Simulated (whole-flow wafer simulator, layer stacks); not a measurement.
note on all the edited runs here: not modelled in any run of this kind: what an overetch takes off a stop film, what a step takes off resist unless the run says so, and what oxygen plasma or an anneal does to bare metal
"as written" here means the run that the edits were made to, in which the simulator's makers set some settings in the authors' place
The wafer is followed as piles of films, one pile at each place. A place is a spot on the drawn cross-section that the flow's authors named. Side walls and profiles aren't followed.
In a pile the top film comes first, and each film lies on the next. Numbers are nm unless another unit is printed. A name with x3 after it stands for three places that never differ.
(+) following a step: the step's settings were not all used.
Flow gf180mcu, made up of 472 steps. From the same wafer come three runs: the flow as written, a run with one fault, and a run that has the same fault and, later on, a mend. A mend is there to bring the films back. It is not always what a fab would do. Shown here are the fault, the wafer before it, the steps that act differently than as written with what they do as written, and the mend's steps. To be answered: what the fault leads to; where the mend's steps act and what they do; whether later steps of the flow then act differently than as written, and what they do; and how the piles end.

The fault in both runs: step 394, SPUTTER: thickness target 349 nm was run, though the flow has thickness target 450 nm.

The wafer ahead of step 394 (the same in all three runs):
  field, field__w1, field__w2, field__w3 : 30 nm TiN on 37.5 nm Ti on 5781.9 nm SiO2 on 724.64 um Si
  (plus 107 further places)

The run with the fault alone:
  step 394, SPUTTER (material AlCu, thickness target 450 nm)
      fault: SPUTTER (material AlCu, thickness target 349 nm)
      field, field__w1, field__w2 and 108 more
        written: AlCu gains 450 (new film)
        fault: AlCu gains 349 (new film)
  Later steps of the flow acting differently than as written (not shown: 1 more step that differs only slightly, by at most 2% or 0.5 nm, whichever is larger):
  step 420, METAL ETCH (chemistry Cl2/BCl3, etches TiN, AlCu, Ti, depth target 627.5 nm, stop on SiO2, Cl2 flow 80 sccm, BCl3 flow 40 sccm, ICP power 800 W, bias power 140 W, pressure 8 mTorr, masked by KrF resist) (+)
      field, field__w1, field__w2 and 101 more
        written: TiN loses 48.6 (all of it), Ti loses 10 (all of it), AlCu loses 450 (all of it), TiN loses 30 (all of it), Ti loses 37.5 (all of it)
        fault: TiN loses 48.6 (all of it), Ti loses 10 (all of it), AlCu loses 349 (all of it), TiN loses 30 (all of it), Ti loses 37.5 (all of it)
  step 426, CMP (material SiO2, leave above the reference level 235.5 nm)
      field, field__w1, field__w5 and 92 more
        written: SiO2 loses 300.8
        fault: SiO2 loses 401.8
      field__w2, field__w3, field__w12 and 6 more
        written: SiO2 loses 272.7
        fault: SiO2 loses 378.3
  By the end, the piles at field__w4, field__w8, contact, m1, m1__w1, mim, mim_1p0, m1_nw depart from the flow's by more than 2% or 0.5 nm, whichever is larger.
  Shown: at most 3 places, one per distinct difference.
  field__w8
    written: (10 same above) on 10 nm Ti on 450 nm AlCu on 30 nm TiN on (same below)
    fault: (10 same above) on 10 nm Ti on 349 nm AlCu on 30 nm TiN on (same below)
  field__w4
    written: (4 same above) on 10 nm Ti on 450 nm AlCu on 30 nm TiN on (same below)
    fault: (4 same above) on 10 nm Ti on 349 nm AlCu on 30 nm TiN on (same below)
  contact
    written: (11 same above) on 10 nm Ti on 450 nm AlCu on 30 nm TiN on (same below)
    fault: (11 same above) on 10 nm Ti on 349 nm AlCu on 30 nm TiN on (same below)

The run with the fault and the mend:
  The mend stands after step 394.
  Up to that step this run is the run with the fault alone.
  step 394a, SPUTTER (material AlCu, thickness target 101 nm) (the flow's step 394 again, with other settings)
      field, field__w1, field__w2 and 108 more
        AlCu gains 101
  None of the later steps of the flow acts differently than as written at any place that is followed.
  The piles end the same as the flow's at every place that both follow.
